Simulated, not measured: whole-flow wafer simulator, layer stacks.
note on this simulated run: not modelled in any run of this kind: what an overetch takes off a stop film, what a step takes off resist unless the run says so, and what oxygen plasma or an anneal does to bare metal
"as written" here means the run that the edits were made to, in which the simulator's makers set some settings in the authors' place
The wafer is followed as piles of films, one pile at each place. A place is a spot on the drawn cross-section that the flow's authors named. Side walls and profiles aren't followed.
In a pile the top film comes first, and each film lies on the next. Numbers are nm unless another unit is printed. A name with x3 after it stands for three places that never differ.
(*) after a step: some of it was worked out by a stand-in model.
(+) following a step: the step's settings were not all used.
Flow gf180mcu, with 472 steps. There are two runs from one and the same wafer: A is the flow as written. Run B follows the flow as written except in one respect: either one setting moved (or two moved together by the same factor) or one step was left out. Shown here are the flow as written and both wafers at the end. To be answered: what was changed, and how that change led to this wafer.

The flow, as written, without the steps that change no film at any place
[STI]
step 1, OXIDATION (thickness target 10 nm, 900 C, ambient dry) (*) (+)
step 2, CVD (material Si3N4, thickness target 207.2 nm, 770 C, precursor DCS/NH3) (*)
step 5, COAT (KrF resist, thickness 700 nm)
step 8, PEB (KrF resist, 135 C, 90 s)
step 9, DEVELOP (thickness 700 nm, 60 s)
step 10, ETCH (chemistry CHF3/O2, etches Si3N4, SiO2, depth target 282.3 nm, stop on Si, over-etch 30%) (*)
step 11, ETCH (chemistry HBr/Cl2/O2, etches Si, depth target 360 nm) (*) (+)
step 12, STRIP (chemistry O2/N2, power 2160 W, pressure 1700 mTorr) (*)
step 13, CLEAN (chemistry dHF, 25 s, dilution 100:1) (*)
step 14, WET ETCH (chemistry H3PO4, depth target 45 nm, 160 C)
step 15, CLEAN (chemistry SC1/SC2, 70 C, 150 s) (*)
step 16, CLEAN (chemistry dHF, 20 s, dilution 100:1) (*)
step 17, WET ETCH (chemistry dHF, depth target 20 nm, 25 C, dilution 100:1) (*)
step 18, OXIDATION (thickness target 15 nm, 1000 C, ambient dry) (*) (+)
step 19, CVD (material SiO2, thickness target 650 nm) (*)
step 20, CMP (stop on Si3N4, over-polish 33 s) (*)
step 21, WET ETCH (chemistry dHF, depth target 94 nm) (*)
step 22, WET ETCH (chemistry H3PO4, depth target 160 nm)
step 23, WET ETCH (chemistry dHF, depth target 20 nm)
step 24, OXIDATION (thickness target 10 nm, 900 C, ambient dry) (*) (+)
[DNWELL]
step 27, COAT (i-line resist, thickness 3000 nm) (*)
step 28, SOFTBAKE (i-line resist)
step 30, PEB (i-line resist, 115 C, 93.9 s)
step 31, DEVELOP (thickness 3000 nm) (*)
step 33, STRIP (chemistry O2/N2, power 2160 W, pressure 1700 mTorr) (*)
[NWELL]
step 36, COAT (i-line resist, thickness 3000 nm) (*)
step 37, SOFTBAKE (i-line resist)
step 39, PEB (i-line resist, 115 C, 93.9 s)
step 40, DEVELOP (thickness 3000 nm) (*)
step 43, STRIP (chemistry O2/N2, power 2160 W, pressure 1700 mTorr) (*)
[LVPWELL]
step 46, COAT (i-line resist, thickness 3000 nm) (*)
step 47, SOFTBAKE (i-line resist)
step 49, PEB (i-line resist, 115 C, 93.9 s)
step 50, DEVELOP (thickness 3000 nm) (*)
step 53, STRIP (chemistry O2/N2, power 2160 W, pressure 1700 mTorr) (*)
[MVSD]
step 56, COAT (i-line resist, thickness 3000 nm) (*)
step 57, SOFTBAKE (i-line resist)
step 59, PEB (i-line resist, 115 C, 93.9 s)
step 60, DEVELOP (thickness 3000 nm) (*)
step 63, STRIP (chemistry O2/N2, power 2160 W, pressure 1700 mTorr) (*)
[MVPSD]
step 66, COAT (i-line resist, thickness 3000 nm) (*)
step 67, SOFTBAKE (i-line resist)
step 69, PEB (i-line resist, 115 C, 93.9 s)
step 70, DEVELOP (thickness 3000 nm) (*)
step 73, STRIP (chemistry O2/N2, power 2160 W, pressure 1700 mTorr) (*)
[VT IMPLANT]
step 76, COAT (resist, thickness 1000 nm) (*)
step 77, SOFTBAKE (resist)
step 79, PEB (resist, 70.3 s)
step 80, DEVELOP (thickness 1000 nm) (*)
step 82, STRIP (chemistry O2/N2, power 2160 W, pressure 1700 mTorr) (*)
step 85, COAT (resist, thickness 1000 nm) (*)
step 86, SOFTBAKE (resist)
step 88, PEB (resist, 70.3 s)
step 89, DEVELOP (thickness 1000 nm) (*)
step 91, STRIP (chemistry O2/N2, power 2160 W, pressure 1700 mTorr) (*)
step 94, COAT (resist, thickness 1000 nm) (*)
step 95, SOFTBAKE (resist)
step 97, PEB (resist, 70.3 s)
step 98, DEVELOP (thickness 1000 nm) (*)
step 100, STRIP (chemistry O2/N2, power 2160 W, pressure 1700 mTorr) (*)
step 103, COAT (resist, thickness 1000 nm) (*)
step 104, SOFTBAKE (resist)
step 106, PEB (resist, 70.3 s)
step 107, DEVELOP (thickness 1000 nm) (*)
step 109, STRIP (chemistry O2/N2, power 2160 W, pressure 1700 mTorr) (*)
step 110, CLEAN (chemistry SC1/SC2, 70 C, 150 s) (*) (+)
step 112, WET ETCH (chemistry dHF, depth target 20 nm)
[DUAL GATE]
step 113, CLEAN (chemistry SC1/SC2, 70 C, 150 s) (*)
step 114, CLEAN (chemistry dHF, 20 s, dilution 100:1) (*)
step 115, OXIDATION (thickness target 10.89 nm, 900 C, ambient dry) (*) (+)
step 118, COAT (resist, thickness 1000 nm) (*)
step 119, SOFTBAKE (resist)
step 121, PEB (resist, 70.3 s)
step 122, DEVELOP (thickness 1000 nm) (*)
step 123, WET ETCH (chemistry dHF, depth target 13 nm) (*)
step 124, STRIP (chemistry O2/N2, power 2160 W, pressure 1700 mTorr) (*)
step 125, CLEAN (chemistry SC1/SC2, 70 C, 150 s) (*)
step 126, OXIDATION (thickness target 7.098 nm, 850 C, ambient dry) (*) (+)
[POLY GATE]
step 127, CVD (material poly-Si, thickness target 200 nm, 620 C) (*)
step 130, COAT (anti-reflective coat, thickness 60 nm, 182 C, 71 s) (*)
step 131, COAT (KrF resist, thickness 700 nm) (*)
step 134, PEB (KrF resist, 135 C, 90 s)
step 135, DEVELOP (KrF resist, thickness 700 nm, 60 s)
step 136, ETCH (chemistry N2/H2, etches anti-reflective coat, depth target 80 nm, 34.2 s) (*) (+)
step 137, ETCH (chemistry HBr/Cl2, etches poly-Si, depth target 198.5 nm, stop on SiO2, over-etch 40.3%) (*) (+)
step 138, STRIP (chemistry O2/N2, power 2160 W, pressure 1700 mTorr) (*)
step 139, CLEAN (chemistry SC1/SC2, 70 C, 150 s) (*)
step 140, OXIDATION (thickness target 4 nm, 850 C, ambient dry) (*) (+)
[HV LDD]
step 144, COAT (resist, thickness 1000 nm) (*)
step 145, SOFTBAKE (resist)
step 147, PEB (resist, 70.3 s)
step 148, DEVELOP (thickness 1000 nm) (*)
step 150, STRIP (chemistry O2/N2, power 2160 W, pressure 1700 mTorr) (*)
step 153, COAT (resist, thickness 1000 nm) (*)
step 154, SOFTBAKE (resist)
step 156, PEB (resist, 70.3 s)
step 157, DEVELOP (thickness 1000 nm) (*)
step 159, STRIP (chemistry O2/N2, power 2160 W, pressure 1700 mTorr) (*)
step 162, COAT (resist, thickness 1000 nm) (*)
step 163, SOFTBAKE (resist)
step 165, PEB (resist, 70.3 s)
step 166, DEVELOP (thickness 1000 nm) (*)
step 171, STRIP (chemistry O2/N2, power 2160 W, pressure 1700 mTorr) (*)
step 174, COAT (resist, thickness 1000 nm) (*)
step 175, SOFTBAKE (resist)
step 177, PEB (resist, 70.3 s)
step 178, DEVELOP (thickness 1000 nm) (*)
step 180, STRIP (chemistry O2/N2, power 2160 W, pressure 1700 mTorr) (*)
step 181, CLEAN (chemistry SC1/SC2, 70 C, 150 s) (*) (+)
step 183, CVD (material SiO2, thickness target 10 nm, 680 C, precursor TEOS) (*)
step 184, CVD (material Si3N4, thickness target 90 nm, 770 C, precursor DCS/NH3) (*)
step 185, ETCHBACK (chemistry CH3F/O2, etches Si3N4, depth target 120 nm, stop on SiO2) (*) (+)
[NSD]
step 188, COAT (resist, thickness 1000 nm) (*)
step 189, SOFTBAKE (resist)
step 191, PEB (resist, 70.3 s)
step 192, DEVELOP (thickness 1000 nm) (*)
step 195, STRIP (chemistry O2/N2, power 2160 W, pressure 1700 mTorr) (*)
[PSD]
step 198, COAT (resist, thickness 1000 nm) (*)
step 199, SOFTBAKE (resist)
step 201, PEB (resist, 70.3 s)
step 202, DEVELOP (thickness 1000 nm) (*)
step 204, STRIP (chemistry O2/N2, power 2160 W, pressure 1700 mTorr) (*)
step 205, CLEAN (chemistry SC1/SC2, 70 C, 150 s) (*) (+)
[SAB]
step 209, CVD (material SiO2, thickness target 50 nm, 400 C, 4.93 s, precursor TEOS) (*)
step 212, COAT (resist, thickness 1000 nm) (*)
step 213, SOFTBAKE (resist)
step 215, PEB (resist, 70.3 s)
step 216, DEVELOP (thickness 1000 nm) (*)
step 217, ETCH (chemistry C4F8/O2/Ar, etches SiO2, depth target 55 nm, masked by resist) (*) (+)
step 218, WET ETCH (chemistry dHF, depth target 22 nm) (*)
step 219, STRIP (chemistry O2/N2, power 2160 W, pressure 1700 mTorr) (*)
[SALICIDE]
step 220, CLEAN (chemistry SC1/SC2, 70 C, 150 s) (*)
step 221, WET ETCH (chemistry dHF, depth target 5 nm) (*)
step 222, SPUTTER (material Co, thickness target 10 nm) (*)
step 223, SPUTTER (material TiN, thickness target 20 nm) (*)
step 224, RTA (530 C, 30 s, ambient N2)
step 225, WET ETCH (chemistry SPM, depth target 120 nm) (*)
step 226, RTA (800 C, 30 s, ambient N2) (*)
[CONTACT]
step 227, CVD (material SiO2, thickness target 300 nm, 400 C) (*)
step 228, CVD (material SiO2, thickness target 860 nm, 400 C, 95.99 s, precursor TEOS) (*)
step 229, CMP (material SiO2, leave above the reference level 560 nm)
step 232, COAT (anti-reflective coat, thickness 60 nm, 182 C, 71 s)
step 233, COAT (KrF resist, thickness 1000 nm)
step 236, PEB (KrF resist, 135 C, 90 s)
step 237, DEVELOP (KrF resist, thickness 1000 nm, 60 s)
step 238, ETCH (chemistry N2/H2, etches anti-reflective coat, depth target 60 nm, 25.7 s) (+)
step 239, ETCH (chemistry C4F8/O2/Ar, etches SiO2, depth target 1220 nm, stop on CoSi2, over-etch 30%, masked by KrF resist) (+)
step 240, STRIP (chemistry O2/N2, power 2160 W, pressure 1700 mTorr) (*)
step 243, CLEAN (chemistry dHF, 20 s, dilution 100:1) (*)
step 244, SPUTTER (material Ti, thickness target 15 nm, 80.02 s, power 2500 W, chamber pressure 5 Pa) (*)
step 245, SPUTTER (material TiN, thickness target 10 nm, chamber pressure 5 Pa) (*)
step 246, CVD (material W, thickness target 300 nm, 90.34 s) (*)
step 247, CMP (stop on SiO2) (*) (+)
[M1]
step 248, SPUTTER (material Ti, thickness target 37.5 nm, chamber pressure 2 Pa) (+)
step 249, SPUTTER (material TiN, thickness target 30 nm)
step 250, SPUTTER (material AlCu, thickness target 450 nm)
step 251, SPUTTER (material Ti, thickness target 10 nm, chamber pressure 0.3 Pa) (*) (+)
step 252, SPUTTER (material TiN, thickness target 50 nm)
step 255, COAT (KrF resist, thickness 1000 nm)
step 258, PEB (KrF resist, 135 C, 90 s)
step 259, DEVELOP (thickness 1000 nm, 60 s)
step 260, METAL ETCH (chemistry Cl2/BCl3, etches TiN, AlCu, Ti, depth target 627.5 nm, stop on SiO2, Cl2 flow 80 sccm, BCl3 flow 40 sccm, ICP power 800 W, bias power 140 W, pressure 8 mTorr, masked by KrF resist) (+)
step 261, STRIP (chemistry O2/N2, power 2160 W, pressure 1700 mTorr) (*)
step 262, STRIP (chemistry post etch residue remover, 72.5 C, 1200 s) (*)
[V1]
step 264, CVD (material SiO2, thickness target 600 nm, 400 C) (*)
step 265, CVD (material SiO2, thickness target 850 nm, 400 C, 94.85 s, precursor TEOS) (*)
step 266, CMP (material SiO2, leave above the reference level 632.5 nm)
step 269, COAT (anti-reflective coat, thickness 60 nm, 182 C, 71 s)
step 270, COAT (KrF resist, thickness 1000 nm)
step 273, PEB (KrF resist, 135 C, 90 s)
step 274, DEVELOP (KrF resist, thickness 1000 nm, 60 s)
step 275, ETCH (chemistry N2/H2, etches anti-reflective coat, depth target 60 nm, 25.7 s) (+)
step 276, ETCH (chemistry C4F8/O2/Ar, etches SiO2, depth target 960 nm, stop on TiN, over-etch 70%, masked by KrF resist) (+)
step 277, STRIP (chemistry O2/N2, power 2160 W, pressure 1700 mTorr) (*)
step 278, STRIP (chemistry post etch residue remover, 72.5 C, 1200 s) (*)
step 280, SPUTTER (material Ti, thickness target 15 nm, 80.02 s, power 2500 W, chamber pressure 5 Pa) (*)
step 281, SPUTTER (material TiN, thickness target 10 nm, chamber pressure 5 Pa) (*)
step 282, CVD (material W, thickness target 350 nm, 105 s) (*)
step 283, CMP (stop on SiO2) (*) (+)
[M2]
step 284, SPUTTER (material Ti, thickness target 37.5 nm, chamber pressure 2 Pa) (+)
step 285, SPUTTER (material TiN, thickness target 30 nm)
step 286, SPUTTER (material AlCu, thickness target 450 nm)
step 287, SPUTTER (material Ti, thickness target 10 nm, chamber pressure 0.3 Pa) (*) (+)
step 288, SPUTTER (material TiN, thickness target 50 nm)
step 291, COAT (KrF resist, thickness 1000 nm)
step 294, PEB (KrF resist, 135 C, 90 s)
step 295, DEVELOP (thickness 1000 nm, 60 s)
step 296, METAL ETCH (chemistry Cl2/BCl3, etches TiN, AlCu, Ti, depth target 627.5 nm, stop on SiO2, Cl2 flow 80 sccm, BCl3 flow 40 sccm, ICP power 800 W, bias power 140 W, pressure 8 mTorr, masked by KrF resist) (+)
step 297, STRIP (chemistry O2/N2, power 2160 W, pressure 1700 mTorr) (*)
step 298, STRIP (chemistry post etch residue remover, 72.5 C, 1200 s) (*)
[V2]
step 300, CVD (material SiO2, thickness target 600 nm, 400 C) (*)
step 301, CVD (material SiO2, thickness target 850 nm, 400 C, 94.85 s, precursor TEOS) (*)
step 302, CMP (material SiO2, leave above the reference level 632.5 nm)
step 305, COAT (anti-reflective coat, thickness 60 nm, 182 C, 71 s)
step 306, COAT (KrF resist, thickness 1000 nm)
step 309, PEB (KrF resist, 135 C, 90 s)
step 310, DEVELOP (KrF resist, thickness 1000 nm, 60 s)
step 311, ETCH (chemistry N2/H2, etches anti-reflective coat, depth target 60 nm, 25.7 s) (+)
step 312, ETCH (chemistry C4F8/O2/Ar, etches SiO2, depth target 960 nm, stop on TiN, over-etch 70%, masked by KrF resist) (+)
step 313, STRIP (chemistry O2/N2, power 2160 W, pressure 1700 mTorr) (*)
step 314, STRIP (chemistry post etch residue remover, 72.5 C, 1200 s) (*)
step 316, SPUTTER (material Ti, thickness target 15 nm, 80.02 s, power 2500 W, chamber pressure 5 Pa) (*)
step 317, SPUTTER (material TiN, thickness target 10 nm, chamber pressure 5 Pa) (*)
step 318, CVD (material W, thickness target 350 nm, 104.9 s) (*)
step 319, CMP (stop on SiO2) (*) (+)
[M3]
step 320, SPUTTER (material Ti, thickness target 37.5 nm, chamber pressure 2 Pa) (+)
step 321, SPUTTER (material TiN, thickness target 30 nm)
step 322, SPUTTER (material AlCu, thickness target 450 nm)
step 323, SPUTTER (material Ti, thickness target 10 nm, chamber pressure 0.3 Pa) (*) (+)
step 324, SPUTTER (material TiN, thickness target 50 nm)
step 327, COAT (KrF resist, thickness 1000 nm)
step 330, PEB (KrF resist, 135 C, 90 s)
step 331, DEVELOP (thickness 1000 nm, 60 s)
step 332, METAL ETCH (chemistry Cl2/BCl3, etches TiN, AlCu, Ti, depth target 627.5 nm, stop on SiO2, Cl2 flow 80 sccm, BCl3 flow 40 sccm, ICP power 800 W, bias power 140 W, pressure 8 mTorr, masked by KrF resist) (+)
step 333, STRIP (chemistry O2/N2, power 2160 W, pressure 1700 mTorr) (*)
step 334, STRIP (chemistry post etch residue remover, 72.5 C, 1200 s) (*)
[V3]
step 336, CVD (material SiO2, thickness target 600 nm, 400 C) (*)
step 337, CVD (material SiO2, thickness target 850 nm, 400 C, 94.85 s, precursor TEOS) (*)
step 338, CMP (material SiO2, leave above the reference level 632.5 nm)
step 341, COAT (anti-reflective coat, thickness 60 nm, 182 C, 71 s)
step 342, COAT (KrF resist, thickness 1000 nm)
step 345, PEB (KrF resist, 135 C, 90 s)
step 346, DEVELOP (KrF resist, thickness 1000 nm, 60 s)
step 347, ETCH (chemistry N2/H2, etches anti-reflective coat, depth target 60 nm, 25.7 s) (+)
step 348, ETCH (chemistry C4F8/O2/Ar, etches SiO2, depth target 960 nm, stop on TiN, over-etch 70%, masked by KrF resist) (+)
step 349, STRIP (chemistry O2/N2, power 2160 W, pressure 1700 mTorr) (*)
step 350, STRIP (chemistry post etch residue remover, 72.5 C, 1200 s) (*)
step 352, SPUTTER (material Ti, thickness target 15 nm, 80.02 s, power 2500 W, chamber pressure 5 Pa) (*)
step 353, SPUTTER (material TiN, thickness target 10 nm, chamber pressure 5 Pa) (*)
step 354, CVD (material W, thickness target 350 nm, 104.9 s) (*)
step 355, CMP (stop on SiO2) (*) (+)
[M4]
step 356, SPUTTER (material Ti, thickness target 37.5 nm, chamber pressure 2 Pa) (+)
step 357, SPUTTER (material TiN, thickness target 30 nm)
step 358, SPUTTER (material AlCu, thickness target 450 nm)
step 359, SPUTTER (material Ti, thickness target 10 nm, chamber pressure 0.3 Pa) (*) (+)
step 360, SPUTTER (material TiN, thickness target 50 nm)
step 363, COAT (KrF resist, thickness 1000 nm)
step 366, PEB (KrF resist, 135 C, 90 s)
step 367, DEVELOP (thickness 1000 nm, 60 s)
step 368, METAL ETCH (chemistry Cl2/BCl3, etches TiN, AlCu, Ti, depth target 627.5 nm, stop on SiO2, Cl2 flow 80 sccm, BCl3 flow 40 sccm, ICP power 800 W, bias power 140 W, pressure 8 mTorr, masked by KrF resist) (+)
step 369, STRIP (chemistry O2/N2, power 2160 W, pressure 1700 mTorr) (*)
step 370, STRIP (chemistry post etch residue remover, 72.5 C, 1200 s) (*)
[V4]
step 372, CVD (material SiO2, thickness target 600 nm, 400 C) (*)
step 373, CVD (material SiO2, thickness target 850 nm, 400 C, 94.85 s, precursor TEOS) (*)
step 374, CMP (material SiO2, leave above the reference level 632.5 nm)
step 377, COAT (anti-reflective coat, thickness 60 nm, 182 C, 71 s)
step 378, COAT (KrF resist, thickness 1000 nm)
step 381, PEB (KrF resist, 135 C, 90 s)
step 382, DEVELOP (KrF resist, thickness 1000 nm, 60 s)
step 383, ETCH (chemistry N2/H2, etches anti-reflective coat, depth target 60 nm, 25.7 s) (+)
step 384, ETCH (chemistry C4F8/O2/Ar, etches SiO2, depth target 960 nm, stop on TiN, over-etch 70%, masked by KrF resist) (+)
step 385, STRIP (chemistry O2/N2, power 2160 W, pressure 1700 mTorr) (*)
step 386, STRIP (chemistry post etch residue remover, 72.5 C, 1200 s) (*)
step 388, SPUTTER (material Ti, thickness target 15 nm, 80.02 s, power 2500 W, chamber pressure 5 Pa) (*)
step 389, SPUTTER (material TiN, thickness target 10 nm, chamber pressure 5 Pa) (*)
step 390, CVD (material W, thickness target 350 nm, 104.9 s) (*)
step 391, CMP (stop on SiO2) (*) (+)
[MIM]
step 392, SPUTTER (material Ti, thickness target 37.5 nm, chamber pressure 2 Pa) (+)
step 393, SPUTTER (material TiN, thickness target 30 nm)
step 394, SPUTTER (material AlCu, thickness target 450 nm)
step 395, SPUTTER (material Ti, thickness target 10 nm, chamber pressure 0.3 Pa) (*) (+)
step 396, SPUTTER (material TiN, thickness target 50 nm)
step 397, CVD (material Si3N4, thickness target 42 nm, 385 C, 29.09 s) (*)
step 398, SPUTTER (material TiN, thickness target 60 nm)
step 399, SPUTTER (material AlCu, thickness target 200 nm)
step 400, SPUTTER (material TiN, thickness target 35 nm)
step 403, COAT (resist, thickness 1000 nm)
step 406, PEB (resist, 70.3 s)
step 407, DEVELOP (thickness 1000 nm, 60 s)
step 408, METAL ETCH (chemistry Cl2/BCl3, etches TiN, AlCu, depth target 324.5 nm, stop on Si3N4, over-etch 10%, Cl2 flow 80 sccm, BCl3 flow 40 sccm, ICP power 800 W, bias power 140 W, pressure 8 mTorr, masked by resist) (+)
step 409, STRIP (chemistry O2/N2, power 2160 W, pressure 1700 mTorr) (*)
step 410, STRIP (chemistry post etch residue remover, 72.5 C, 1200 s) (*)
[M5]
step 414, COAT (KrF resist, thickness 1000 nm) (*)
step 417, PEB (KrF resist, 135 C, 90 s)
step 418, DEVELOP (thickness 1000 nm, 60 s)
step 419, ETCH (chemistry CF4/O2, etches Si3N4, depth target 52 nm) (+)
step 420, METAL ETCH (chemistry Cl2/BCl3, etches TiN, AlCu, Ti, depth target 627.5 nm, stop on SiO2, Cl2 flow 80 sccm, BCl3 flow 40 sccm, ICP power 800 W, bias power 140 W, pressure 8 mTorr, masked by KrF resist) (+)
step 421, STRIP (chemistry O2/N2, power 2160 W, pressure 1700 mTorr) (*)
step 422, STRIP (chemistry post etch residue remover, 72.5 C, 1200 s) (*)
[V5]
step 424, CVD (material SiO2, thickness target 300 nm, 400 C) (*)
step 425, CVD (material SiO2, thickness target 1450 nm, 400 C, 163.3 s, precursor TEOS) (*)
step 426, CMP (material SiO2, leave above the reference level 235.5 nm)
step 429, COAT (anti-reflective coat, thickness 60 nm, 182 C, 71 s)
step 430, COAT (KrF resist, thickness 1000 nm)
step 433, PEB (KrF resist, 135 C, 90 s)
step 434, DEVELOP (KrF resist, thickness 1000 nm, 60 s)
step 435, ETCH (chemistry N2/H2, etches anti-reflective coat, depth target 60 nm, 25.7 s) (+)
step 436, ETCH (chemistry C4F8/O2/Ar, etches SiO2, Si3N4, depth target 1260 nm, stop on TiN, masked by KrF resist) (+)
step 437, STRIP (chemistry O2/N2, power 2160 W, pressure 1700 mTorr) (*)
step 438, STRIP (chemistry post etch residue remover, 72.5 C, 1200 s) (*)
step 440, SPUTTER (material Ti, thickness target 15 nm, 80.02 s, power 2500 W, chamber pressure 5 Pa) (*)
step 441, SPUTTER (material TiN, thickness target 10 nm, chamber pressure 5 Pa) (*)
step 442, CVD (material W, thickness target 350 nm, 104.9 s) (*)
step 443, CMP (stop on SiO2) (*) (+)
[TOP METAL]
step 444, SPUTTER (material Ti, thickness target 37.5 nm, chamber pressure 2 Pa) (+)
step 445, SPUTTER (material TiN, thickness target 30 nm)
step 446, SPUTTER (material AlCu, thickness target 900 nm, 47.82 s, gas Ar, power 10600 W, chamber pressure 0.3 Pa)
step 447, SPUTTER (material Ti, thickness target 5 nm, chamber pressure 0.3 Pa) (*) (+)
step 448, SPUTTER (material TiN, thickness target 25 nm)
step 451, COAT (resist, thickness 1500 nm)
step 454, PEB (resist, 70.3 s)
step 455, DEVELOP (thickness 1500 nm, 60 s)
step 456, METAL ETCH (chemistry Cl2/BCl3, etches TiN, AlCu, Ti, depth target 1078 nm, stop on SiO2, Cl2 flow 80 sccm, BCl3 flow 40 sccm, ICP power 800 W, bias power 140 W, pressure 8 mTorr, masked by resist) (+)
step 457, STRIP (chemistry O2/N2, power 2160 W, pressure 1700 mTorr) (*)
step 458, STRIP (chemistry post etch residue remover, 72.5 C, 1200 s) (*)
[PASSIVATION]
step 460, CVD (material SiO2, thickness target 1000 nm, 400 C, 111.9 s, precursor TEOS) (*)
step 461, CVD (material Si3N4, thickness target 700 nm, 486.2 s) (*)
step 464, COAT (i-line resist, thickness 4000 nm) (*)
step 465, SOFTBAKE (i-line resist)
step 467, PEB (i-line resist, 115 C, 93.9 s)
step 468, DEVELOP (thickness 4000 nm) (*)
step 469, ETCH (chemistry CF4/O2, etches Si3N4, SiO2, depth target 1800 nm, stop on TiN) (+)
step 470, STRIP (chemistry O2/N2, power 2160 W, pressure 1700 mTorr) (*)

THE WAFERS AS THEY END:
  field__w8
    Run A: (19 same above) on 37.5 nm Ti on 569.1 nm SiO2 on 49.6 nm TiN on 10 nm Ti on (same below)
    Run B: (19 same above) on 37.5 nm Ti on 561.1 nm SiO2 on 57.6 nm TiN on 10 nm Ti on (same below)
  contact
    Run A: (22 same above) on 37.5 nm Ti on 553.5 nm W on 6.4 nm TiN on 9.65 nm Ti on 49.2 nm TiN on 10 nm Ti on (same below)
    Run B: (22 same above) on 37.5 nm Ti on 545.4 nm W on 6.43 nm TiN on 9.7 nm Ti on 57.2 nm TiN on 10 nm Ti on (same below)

The reason: step 324, SPUTTER: thickness target 58 nm was run, though the flow has thickness target 50 nm.

How this came from the change, step by step:
  step 324, SPUTTER (material TiN, thickness target 50 nm)
      field, field__w1, field__w2 and 108 more: A +50 TiN (new film) | B +58 TiN (new film)
  step 332, METAL ETCH (chemistry Cl2/BCl3, etches TiN, AlCu, Ti, depth target 627.5 nm, stop on SiO2, Cl2 flow 80 sccm, BCl3 flow 40 sccm, ICP power 800 W, bias power 140 W, pressure 8 mTorr, masked by KrF resist) (+)
      field, field__w1, field__w2 and 103 more: A -50 TiN (all of it), -10 Ti (all of it), -450 AlCu (all of it), -30 TiN (all of it), -37.5 Ti (all of it) | B -58 TiN (all of it), -10 Ti (all of it), -450 AlCu (all of it), -30 TiN (all of it), -37.5 Ti (all of it)
